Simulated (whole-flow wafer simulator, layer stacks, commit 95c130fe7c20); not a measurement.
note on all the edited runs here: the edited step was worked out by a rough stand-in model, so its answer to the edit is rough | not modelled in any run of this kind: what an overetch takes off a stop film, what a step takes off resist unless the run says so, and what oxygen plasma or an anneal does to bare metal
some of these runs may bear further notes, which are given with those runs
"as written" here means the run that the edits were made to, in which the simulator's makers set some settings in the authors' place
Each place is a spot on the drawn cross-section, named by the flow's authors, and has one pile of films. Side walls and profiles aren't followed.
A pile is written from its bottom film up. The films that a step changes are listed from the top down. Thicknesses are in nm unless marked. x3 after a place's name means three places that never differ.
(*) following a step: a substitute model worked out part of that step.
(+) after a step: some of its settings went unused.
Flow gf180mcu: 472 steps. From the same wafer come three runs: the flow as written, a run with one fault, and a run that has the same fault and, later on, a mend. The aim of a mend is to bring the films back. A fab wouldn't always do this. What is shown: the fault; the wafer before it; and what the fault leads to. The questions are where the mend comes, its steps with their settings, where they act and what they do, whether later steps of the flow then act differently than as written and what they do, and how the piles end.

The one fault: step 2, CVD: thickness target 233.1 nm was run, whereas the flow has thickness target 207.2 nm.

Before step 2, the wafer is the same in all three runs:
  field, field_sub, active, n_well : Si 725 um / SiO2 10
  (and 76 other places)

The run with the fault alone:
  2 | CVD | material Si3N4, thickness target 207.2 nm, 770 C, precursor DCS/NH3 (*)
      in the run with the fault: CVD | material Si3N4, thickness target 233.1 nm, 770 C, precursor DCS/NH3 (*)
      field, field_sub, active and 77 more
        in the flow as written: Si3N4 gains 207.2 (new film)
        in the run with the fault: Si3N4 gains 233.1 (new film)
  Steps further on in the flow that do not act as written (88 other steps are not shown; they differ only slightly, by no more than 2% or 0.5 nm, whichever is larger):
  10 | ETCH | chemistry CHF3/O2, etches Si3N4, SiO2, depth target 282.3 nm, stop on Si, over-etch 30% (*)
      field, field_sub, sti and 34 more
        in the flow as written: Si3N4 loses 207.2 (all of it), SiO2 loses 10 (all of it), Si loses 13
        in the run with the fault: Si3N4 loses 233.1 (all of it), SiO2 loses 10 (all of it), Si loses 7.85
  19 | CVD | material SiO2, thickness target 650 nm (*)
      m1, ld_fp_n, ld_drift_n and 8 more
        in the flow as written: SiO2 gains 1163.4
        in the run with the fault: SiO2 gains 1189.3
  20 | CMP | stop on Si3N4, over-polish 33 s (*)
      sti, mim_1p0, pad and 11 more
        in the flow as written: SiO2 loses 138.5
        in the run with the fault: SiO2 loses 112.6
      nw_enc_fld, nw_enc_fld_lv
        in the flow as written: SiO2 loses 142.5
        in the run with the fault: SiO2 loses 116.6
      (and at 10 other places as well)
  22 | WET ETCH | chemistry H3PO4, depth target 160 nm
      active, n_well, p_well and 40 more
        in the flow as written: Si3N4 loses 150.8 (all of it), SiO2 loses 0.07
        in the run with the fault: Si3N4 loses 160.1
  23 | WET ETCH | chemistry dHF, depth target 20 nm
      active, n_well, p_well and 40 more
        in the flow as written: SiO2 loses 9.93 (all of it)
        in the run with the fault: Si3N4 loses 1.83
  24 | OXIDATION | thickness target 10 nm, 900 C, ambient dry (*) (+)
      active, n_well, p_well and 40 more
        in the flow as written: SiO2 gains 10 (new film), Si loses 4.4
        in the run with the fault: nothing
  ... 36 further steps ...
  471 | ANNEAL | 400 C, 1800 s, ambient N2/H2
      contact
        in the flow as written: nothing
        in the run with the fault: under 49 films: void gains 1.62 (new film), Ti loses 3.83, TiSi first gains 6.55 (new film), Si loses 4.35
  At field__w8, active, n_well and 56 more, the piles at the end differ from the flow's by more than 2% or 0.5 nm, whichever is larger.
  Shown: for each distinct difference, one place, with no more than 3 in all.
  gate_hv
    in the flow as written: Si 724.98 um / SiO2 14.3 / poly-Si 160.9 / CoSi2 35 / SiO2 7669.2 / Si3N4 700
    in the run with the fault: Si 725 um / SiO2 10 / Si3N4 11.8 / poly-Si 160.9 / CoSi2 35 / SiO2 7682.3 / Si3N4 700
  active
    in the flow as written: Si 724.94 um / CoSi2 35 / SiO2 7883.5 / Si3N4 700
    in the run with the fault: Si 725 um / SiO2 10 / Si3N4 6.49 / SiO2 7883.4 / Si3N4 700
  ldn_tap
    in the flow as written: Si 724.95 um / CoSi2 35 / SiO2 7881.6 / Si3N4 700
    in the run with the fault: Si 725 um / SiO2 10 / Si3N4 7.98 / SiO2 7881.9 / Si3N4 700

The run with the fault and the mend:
  The mend stands after step 2.
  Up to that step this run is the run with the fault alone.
  2a | WET ETCH | chemistry H3PO4, depth target 25.9 nm, 160 C
      field, field_sub, active and 77 more
        Si3N4 loses 25.9
  None of the later steps of the flow differs from how it acts as written, at any place that is followed, by more than 2% or 0.5 nm, whichever is larger.
  The piles end the same as the flow's at every place that both follow.
